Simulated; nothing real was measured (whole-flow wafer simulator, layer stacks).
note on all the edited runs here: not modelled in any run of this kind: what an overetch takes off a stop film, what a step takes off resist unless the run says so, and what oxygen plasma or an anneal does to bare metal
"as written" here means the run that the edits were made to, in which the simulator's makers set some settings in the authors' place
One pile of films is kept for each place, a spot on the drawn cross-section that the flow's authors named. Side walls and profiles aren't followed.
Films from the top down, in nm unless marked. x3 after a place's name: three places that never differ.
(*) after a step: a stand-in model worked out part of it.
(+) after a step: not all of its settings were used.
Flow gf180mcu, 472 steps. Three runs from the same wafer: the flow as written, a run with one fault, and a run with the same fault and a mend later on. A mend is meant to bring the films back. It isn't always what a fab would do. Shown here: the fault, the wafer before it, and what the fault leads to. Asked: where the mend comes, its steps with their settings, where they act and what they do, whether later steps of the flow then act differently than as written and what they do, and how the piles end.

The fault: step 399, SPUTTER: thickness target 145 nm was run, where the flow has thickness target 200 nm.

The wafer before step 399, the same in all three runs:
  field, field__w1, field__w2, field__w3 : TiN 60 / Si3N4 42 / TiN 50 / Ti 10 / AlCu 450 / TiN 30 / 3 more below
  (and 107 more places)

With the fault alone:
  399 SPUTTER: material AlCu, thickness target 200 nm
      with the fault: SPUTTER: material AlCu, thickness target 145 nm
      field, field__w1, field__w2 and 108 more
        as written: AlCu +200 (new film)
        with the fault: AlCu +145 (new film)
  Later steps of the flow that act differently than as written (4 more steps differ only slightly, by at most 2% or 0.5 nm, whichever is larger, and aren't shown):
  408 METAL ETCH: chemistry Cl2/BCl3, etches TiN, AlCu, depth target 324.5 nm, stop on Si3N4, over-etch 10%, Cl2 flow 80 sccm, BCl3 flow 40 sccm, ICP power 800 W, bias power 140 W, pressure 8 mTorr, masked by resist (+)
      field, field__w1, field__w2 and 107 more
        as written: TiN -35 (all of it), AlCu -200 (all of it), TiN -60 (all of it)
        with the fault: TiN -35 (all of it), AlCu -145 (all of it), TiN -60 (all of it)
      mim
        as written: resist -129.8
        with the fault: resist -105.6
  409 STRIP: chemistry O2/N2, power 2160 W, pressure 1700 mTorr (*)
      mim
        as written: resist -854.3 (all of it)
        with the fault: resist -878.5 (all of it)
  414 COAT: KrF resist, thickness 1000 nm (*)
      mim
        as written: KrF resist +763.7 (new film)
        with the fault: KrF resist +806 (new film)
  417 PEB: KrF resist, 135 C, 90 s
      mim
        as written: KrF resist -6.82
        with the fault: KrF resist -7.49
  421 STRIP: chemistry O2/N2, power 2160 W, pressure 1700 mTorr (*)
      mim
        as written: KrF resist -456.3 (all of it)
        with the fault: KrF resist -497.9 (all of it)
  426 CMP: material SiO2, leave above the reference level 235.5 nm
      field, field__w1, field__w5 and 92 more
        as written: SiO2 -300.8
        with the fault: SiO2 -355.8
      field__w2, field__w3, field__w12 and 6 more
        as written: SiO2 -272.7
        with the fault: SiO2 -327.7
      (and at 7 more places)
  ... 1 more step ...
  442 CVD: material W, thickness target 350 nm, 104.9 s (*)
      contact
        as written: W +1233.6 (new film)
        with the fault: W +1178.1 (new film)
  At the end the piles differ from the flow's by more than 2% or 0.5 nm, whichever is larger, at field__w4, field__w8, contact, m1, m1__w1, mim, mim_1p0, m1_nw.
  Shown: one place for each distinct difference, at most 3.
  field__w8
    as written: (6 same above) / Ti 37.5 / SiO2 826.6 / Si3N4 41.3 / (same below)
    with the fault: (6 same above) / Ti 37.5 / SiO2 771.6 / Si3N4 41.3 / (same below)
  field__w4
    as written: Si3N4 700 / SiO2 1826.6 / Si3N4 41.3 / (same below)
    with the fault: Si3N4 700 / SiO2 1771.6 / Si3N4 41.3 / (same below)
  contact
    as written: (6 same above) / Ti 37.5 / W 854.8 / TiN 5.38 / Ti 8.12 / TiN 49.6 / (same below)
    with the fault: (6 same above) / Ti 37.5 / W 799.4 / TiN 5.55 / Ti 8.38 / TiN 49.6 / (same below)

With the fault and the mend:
  The mend comes after step 399.
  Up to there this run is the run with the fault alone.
  399a SPUTTER: material AlCu, thickness target 55 nm (the flow's step 399 once more, with other settings)
      field, field__w1, field__w2 and 108 more
        AlCu +55
  No later step of the flow acts differently than as written at any place that is followed.
  At the end the piles are the same as the flow's at every place that both follow.
